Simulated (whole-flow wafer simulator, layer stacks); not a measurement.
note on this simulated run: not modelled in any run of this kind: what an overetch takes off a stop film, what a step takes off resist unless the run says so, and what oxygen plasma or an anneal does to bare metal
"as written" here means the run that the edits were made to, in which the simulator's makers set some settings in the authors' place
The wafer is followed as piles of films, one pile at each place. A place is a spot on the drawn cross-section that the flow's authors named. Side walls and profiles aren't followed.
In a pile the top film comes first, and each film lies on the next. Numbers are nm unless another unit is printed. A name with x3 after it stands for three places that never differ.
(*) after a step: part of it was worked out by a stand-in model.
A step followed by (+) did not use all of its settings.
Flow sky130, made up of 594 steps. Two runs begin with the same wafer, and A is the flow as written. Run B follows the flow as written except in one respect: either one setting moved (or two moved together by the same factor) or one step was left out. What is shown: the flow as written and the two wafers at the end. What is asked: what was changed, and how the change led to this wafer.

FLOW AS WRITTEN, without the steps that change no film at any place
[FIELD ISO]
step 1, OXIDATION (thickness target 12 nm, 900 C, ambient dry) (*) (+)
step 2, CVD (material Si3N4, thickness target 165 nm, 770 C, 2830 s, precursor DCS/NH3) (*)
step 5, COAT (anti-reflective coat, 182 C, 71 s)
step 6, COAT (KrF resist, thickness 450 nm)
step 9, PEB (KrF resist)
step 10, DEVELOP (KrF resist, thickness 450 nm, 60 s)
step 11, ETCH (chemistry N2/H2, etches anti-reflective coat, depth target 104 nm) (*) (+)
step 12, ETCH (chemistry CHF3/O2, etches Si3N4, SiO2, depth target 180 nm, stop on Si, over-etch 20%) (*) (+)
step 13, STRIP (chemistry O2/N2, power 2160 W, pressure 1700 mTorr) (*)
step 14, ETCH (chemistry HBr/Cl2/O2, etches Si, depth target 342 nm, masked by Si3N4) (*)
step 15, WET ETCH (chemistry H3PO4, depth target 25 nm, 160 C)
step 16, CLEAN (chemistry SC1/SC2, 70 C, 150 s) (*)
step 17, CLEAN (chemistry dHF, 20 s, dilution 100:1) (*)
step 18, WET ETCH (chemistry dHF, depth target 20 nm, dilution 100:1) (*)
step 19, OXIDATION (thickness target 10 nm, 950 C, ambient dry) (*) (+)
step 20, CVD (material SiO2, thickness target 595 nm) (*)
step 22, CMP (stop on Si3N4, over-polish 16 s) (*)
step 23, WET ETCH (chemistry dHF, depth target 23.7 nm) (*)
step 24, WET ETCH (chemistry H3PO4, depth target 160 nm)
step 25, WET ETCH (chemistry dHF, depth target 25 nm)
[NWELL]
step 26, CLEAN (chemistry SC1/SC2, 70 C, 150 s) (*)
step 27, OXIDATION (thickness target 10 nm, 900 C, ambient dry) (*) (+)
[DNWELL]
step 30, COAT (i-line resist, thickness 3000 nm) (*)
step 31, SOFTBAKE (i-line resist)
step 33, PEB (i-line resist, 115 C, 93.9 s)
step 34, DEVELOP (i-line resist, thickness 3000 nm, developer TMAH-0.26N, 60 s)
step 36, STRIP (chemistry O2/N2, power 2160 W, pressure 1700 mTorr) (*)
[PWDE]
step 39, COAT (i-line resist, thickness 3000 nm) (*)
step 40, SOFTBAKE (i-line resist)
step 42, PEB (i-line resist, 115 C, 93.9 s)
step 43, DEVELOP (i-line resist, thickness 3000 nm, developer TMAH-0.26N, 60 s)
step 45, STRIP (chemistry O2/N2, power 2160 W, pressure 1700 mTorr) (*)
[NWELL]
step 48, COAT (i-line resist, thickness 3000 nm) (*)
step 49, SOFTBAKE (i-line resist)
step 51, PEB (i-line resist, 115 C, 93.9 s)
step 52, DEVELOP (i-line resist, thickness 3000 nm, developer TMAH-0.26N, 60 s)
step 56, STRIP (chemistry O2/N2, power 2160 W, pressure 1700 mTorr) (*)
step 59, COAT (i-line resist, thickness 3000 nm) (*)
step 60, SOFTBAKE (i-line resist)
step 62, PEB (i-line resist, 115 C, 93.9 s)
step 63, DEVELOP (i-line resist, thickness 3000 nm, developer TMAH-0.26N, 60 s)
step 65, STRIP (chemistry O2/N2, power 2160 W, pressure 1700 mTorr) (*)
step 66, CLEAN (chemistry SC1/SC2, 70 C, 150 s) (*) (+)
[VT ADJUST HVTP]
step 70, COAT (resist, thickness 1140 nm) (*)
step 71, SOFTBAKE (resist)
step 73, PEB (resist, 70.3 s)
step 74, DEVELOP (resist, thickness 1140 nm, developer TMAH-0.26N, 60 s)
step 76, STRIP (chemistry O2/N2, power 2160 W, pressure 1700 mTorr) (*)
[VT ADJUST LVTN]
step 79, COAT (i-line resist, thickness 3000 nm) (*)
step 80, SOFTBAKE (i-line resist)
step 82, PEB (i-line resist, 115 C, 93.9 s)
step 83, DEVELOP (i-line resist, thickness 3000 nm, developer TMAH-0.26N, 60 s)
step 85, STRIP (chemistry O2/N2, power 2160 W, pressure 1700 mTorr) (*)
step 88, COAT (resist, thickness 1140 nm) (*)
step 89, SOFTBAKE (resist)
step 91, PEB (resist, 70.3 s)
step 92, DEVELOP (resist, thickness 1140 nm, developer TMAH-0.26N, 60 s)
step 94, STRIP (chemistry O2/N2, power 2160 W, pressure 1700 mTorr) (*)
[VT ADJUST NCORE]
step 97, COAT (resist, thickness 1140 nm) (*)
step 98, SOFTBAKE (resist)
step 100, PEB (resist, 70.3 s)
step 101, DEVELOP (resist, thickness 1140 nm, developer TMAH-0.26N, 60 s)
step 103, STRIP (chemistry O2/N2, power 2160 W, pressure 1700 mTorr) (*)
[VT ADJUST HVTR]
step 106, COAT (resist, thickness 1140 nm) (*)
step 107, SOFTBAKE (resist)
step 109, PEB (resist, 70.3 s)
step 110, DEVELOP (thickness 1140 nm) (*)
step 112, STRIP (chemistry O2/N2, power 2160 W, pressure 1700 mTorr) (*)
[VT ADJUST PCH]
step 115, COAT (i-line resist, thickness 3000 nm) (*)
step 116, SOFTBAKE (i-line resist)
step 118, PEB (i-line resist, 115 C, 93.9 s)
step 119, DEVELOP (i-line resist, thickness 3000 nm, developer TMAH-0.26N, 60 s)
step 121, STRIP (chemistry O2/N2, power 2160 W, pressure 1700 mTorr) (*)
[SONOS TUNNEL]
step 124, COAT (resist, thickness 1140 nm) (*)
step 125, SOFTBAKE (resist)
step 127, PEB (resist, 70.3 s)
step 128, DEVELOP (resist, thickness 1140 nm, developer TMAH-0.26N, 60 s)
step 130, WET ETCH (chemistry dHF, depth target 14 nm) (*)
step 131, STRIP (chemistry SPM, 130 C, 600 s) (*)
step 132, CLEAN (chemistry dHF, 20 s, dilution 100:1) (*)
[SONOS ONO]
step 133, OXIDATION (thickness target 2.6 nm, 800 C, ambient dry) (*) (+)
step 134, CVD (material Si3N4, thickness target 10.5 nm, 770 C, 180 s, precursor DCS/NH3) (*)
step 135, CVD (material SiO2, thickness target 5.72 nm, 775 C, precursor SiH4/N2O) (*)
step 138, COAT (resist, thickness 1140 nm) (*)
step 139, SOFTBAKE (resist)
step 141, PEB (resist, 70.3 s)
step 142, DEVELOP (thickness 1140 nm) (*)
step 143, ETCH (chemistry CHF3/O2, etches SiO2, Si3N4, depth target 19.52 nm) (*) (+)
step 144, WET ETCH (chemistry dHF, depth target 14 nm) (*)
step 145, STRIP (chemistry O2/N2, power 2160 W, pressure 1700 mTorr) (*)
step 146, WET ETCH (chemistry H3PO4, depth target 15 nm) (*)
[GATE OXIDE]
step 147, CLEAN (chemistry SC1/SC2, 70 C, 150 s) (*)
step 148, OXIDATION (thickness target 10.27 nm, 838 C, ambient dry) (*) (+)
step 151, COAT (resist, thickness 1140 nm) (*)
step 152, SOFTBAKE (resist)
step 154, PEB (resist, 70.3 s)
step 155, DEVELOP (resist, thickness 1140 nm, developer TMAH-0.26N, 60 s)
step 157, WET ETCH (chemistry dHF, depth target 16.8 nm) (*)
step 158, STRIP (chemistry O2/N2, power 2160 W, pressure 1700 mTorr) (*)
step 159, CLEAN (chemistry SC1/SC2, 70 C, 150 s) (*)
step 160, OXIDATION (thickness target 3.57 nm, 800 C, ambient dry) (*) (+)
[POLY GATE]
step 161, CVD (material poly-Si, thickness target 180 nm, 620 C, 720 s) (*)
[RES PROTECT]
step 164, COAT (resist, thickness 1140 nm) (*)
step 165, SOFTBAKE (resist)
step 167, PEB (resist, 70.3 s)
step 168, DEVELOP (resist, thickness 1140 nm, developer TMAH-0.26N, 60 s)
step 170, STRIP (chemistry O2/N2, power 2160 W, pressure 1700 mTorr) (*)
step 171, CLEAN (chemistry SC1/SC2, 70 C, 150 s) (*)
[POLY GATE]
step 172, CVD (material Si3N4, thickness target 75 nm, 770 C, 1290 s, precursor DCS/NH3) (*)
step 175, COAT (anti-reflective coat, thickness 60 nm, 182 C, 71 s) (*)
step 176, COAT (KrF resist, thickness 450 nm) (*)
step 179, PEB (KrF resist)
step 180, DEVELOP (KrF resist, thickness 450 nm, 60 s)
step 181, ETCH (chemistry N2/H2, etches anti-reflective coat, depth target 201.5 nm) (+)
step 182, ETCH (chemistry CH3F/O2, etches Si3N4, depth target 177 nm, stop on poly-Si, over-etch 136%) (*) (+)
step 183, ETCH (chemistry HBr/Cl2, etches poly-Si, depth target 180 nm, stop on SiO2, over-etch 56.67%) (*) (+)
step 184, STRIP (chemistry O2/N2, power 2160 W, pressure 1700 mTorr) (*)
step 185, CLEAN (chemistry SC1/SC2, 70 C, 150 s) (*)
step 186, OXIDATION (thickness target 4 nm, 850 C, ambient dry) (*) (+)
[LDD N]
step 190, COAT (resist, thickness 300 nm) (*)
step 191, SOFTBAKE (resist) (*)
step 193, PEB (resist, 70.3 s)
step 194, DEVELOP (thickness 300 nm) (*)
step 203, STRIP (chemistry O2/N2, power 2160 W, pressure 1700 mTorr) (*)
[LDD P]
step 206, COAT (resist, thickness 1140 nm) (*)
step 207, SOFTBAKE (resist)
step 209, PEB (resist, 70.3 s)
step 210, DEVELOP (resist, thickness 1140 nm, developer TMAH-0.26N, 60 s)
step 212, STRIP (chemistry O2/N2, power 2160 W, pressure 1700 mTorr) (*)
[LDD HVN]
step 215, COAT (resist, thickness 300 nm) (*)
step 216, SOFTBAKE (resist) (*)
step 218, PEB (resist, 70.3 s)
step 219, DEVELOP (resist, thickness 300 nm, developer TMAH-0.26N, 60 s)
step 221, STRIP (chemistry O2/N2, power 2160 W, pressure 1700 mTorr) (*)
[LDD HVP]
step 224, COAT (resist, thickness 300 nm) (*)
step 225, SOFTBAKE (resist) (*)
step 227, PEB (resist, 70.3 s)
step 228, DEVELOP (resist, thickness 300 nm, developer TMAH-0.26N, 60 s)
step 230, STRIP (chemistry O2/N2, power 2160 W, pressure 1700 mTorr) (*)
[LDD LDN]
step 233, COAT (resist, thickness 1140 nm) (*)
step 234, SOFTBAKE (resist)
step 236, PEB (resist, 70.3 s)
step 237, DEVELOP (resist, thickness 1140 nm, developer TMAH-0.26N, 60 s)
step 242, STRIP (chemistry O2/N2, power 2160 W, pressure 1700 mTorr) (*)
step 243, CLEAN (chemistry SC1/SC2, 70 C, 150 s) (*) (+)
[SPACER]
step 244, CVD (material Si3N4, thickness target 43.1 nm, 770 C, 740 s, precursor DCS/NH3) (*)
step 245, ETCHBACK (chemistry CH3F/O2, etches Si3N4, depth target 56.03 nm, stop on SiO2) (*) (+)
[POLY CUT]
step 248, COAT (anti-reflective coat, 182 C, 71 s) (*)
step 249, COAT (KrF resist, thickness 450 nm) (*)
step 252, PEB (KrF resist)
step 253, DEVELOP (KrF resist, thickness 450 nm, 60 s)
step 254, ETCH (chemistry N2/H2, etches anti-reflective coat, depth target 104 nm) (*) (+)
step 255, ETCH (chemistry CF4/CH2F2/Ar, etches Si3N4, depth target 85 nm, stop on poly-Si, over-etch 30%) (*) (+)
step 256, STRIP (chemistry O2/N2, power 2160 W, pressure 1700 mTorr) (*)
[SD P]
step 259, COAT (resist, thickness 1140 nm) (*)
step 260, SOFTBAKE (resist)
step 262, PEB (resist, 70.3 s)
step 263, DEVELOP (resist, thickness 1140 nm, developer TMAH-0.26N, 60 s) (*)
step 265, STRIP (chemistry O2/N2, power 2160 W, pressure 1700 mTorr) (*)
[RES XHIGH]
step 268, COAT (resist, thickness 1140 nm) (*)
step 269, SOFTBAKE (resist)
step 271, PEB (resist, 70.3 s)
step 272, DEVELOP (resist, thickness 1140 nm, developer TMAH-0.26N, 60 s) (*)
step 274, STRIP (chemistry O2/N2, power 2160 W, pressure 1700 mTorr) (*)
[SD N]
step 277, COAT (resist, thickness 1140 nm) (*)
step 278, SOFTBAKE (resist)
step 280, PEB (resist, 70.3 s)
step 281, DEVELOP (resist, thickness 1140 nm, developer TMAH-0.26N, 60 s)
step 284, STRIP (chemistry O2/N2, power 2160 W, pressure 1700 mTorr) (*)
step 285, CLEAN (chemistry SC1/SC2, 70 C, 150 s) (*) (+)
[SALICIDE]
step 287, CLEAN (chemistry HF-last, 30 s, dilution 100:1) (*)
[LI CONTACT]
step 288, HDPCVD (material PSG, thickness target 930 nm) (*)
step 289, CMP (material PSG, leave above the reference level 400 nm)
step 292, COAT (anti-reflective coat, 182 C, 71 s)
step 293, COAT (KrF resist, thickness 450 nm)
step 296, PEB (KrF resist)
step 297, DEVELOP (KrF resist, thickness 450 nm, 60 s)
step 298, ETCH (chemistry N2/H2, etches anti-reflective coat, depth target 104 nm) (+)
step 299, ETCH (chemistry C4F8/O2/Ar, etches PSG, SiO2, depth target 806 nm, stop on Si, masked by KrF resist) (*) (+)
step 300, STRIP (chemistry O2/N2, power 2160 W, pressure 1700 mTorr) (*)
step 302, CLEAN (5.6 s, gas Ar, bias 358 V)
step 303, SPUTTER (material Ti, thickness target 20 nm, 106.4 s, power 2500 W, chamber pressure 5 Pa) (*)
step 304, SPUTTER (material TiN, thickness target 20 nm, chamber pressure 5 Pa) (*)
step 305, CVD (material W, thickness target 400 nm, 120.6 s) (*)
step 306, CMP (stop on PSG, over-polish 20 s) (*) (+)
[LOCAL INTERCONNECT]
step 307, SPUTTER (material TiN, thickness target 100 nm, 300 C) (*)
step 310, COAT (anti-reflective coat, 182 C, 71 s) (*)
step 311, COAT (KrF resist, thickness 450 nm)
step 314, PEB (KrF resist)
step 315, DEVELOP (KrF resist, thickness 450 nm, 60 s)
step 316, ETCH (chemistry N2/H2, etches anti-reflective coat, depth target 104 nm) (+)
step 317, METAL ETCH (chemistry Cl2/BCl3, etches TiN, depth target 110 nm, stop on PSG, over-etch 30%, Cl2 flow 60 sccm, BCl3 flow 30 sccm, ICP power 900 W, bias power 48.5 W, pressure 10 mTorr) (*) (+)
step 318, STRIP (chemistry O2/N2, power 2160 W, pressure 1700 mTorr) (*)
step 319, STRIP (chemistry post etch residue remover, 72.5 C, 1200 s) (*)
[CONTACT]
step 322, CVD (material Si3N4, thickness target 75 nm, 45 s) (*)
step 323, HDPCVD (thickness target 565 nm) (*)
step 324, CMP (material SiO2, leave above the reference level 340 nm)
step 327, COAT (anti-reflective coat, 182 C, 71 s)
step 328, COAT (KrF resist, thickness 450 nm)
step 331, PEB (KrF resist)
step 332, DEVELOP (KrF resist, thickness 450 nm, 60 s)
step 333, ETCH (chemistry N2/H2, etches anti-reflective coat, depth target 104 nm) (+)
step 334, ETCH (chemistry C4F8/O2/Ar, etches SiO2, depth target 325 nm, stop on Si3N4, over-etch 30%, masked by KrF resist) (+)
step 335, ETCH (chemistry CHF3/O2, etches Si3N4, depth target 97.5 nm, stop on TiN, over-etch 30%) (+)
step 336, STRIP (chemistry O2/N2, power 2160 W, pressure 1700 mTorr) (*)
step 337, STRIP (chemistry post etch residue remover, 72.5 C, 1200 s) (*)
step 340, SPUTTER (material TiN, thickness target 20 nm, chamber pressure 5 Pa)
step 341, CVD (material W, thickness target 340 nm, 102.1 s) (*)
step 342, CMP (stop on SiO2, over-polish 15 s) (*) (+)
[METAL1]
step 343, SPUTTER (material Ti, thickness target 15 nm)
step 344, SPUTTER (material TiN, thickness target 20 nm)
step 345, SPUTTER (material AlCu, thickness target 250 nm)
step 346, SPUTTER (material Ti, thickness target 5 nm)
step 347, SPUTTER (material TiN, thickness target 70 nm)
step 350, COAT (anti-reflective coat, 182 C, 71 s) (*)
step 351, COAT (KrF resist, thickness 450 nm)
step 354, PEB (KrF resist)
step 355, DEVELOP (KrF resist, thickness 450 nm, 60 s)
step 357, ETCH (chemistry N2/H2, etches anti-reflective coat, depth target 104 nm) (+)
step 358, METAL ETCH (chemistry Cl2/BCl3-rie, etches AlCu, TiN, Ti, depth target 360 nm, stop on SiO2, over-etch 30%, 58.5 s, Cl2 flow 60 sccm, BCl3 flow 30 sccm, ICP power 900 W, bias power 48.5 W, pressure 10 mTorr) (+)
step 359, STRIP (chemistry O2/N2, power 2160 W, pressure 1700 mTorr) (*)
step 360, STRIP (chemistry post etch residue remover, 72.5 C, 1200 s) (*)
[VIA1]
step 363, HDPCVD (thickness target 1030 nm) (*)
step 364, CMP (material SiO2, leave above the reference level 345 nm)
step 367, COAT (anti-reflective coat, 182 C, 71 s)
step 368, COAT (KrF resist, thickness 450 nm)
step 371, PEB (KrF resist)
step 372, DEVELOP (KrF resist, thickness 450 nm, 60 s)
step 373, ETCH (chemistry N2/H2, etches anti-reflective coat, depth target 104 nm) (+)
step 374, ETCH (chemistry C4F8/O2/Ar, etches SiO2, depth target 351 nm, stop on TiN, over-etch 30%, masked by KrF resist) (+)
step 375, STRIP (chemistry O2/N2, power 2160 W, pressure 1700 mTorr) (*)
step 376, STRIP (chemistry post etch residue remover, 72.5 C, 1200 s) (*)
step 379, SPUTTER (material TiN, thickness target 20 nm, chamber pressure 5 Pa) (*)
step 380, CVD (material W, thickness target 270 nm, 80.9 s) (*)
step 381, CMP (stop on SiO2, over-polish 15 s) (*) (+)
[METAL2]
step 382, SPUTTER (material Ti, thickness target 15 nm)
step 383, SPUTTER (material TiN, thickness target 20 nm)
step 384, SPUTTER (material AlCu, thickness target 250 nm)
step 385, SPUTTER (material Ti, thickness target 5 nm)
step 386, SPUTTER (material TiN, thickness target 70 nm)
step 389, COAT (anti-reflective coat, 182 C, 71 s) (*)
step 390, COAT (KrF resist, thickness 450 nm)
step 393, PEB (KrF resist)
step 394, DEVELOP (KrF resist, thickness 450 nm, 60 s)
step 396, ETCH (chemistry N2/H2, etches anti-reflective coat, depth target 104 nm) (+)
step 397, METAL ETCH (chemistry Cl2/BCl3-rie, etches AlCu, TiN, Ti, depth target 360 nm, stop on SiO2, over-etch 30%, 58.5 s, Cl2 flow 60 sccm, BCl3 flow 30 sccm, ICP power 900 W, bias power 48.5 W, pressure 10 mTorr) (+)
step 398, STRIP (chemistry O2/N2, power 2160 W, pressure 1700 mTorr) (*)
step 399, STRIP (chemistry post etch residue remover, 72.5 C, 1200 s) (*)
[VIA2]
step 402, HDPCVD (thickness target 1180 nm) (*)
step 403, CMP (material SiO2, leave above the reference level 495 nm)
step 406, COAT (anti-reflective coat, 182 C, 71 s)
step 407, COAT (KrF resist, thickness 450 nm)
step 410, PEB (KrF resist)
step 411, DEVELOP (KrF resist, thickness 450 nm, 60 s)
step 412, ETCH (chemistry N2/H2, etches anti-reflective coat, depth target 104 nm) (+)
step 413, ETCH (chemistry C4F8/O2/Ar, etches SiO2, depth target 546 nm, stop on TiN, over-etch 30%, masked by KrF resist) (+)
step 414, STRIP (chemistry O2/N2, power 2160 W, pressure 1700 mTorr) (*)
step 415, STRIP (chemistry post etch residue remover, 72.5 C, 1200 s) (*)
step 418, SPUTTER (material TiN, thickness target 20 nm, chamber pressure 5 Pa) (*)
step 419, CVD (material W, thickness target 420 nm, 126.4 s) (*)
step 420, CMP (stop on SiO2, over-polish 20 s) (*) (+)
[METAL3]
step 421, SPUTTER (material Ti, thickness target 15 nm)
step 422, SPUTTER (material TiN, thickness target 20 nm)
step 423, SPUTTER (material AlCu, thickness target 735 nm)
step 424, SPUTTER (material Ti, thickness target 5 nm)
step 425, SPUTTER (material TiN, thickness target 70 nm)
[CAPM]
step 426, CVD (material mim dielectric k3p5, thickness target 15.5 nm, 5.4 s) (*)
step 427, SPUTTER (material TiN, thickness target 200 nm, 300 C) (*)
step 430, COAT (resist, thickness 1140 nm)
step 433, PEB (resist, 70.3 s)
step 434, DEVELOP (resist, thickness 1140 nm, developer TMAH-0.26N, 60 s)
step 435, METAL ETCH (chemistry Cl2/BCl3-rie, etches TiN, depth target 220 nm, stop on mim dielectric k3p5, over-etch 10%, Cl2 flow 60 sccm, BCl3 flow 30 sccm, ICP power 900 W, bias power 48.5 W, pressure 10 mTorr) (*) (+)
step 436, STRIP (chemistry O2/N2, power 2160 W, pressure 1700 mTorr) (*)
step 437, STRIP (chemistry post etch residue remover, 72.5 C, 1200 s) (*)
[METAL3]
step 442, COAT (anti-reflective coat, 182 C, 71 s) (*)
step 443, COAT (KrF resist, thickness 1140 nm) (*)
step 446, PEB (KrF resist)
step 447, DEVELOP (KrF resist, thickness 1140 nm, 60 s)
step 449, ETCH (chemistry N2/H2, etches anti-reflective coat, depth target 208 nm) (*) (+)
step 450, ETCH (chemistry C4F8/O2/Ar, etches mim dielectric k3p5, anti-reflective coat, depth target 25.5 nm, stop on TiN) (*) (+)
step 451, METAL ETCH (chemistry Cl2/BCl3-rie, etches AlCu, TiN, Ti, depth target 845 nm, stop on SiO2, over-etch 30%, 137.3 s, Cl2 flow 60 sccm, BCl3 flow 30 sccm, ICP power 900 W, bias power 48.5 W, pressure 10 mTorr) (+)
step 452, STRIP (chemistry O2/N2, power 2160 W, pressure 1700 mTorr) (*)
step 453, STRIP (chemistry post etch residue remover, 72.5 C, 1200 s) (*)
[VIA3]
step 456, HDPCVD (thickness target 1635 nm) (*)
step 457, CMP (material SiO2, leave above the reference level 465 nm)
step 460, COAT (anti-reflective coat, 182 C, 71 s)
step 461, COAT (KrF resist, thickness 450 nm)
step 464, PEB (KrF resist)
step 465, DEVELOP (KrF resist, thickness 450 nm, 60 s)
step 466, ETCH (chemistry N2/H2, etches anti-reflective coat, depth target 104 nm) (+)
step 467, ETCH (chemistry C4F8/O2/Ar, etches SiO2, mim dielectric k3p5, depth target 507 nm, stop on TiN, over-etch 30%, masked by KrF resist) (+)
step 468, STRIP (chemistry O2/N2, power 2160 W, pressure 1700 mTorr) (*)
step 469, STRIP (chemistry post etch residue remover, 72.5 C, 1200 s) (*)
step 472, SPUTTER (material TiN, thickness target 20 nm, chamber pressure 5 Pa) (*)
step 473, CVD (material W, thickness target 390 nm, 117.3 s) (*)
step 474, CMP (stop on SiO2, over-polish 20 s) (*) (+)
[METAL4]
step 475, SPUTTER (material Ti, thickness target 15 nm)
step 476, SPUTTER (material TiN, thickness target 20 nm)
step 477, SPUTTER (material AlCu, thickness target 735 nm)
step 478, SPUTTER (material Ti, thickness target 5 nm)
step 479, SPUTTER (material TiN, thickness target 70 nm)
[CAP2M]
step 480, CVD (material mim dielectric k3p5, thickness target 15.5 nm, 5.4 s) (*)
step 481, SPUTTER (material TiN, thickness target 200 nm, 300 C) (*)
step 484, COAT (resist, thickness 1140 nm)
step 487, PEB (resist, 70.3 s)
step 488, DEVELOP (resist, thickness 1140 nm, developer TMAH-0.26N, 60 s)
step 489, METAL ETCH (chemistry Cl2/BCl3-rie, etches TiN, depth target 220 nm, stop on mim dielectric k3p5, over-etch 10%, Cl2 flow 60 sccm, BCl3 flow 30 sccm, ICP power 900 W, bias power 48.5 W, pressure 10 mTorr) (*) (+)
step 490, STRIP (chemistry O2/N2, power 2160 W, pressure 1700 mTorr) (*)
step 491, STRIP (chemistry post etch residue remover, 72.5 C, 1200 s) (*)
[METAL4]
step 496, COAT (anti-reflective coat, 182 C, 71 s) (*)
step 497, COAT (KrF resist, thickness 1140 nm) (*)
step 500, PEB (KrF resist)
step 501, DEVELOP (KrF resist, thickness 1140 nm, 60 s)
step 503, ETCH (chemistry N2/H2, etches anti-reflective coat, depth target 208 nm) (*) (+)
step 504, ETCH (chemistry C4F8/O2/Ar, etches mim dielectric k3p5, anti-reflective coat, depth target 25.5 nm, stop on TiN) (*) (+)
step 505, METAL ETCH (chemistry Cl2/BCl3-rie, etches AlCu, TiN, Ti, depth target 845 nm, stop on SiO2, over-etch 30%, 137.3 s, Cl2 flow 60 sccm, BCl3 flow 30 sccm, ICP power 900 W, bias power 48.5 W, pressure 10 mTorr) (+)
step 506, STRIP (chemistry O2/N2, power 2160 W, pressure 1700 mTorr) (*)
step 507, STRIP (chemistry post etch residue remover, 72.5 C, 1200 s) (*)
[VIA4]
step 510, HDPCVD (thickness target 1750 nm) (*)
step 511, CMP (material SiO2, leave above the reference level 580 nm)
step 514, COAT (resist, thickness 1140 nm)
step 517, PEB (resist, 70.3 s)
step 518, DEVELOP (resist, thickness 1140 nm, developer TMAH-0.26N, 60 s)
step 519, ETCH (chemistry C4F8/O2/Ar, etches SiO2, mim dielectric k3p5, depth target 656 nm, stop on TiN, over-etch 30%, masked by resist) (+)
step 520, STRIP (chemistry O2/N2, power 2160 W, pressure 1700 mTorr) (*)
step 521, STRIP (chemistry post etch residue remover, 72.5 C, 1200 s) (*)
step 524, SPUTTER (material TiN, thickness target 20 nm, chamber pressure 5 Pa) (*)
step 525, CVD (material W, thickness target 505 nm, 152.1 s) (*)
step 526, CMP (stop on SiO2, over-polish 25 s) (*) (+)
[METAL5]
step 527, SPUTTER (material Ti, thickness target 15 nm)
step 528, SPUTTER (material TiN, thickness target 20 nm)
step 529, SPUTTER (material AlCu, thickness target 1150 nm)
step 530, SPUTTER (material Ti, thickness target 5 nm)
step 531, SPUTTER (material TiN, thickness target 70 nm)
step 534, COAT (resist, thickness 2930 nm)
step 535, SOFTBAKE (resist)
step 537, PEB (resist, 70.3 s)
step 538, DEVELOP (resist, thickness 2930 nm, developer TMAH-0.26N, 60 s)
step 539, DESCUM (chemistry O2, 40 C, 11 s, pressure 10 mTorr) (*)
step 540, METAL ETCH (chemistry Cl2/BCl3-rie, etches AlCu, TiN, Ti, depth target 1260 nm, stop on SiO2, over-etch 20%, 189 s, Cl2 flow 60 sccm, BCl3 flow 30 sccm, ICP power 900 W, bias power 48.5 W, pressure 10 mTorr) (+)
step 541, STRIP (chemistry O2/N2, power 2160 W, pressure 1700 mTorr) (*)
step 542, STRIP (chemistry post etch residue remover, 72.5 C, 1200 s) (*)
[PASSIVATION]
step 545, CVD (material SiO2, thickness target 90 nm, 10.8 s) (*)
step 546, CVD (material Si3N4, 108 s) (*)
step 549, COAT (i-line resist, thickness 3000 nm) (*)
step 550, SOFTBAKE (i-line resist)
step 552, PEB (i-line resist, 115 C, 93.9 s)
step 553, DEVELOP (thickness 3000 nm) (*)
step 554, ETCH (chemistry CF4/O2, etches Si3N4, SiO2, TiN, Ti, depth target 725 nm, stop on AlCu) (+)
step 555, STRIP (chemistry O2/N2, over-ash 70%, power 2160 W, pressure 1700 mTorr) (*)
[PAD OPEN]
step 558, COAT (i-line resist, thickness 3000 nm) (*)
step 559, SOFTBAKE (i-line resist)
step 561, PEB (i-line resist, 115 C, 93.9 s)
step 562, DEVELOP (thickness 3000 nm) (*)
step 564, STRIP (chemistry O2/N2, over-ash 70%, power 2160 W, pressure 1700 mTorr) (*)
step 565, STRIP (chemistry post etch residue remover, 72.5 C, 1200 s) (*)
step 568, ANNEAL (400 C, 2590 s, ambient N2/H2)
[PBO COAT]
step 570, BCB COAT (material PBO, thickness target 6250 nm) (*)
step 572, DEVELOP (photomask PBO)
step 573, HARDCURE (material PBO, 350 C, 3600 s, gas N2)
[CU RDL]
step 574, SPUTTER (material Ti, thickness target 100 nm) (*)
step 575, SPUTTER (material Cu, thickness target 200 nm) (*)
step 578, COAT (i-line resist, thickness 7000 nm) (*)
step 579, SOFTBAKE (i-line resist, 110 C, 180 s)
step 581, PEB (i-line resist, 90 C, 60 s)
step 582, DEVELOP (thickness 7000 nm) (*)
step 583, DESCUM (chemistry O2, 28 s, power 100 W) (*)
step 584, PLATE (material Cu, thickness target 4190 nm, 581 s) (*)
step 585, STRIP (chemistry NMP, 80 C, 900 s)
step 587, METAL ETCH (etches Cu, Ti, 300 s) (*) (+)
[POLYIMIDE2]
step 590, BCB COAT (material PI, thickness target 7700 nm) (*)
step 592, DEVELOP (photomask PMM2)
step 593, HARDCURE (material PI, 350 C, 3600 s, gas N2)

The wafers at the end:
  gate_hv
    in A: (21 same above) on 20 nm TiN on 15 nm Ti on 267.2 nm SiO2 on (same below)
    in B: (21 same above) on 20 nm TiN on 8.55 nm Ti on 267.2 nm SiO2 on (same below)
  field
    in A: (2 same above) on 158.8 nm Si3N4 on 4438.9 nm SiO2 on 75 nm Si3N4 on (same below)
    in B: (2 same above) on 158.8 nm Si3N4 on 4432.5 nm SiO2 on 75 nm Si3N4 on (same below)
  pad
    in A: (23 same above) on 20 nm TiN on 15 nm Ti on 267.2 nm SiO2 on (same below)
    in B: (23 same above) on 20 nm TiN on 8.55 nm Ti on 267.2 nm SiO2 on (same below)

What caused this: step 382, SPUTTER: thickness target 8.55 nm was run, while the flow as written has thickness target 15 nm.
The wafer lets one read it off: gate_hv has Ti 8.55, and step 382 as written asks for 15 nm.

How this came from the change, step by step:
  step 382, SPUTTER (material Ti, thickness target 15 nm)
      field, active, n_well and 188 more: A Ti gains 15 (new film) | B Ti gains 8.55 (new film)
  step 397, METAL ETCH (chemistry Cl2/BCl3-rie, etches AlCu, TiN, Ti, depth target 360 nm, stop on SiO2, over-etch 30%, 58.5 s, Cl2 flow 60 sccm, BCl3 flow 30 sccm, ICP power 900 W, bias power 48.5 W, pressure 10 mTorr) (+)
      field, active, gate and 82 more: A TiN loses 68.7 (all of it), Ti loses 5 (all of it), AlCu loses 250 (all of it), TiN loses 20 (all of it), Ti loses 15 (all of it), SiO2 loses 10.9 | B TiN loses 68.7 (all of it), Ti loses 5 (all of it), AlCu loses 250 (all of it), TiN loses 20 (all of it), Ti loses 8.55 (all of it), SiO2 loses 11.6
